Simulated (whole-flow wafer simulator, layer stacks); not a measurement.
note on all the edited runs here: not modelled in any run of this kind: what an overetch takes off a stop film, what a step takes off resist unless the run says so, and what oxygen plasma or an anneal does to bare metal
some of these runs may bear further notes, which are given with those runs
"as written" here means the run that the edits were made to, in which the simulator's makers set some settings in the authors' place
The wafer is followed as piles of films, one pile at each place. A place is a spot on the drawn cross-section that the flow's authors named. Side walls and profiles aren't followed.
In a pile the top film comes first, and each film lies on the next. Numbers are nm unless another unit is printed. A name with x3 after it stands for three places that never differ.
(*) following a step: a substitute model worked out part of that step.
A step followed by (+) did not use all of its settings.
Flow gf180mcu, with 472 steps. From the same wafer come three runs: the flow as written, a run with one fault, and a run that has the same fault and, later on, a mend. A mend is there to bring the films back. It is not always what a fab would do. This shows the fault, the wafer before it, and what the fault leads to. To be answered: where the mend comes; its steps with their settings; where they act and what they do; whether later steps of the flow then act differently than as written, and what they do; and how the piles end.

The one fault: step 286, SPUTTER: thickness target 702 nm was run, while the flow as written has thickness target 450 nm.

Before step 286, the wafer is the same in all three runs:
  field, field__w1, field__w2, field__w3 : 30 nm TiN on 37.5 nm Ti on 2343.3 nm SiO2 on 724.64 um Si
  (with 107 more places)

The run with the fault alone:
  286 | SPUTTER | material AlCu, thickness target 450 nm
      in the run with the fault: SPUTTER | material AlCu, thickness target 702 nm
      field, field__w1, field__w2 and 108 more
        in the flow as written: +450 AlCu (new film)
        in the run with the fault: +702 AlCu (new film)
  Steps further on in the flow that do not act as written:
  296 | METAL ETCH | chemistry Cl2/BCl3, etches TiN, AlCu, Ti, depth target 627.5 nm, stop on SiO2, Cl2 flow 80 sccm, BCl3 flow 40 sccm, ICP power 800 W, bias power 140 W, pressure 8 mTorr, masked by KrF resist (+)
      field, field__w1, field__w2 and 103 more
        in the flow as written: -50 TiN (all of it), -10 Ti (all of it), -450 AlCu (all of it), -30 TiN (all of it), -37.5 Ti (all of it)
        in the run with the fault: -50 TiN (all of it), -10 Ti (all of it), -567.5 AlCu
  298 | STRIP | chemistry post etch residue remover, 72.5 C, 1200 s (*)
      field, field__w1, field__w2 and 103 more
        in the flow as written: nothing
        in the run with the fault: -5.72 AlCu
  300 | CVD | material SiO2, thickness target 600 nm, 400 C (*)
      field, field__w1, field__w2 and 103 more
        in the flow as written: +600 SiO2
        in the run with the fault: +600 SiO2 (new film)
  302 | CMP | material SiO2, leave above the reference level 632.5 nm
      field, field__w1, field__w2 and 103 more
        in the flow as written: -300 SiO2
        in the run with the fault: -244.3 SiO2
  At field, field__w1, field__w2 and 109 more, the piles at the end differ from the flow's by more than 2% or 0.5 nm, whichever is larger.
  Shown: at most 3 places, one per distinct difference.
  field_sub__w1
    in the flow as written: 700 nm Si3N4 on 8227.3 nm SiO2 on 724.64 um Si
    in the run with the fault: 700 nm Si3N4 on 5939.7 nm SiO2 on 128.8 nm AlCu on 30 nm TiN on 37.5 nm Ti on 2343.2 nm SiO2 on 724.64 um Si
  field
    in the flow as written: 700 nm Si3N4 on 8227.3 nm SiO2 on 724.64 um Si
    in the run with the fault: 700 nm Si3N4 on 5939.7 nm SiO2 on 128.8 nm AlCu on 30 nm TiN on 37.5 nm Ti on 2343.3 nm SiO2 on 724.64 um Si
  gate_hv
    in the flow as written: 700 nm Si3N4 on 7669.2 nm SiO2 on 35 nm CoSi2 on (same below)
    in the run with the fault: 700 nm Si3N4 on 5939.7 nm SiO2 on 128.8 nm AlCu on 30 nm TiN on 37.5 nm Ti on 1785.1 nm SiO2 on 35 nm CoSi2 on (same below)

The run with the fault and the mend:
  The mend follows step 286.
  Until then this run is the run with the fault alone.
  286a | METAL ETCH | chemistry Cl2/BCl3, etches TiN, AlCu, Ti, depth target 252 nm, Cl2 flow 80 sccm, BCl3 flow 40 sccm, ICP power 800 W, bias power 140 W, pressure 8 mTorr (the flow's step 260, run once more with other settings)
      field, field__w1, field__w2 and 108 more
        -252 AlCu
  None of the later steps of the flow acts differently than as written at any place that is followed.
  By the end, the piles equal the flow's at every place that both follow.
